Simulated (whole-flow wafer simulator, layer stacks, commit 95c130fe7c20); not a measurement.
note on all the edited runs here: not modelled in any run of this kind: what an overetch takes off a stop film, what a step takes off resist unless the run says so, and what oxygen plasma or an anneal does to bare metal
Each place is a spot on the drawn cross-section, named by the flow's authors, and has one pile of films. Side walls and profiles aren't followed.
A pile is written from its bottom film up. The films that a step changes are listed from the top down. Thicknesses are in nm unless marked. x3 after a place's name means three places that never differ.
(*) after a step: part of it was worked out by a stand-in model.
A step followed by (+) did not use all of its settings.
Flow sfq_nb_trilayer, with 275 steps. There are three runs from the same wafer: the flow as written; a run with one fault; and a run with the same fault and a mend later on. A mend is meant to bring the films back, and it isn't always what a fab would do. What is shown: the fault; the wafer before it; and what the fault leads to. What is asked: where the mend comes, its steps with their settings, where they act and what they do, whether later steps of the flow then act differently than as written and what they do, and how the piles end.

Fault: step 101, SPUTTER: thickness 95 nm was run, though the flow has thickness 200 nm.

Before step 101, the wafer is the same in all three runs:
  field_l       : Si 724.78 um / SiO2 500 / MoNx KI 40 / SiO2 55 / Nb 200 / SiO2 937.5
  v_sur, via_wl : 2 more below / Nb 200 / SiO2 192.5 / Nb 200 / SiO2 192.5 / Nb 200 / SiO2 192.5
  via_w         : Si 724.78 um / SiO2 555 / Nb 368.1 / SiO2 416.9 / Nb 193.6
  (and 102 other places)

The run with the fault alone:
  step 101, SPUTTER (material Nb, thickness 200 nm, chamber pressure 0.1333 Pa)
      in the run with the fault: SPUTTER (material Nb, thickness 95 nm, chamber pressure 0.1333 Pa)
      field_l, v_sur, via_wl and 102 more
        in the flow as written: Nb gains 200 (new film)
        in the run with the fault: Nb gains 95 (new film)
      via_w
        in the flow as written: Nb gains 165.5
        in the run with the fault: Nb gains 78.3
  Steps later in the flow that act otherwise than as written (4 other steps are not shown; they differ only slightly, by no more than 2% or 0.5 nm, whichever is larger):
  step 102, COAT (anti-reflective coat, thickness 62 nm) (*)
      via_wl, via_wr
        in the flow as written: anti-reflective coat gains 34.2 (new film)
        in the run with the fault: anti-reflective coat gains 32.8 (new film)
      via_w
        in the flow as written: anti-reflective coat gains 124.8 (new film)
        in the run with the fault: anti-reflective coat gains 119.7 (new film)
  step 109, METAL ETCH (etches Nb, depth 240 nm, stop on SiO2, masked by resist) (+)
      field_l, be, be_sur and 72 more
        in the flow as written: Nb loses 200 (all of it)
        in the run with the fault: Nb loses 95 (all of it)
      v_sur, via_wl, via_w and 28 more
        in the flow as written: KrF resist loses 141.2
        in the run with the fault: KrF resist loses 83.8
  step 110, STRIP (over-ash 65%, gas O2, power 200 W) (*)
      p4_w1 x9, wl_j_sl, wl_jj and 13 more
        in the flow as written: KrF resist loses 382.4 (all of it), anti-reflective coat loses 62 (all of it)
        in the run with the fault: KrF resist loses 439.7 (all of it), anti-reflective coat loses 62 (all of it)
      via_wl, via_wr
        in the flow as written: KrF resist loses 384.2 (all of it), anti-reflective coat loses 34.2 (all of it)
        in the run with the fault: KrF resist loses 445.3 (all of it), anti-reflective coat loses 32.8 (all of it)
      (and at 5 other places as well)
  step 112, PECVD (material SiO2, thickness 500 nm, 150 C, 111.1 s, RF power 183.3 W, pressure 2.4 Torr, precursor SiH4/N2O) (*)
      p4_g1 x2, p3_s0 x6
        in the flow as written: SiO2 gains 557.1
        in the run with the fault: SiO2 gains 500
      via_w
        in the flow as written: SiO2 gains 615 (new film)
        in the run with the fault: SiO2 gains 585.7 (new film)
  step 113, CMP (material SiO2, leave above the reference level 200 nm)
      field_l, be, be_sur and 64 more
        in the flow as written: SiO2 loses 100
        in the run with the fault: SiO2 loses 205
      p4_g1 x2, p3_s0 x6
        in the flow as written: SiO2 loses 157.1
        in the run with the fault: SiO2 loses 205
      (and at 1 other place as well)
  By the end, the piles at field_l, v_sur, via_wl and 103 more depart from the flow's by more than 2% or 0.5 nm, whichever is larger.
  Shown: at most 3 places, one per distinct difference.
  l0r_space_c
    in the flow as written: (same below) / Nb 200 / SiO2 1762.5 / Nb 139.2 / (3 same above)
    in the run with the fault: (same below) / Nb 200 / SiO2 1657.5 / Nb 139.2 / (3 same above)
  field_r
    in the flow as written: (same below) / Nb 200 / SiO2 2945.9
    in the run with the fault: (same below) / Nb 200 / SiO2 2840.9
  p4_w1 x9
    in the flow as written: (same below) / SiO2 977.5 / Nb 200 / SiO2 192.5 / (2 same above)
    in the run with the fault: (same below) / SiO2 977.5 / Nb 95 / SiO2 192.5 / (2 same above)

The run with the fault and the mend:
  The mend follows step 101.
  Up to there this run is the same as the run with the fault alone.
  step 101a, SPUTTER (material Nb, thickness 105 nm, chamber pressure 0.1333 Pa) (a further turn of the flow's step 101, with different settings)
      field_l, v_sur, via_wl and 102 more
        Nb gains 105
      via_w
        Nb gains 86
  None of the later steps of the flow differs from how it acts as written, at any place that is followed, by more than 2% or 0.5 nm, whichever is larger.
  When the end is reached, the piles differ only a little from the flow's at the places that both follow, at most by 2% or 0.5 nm, whichever is larger.
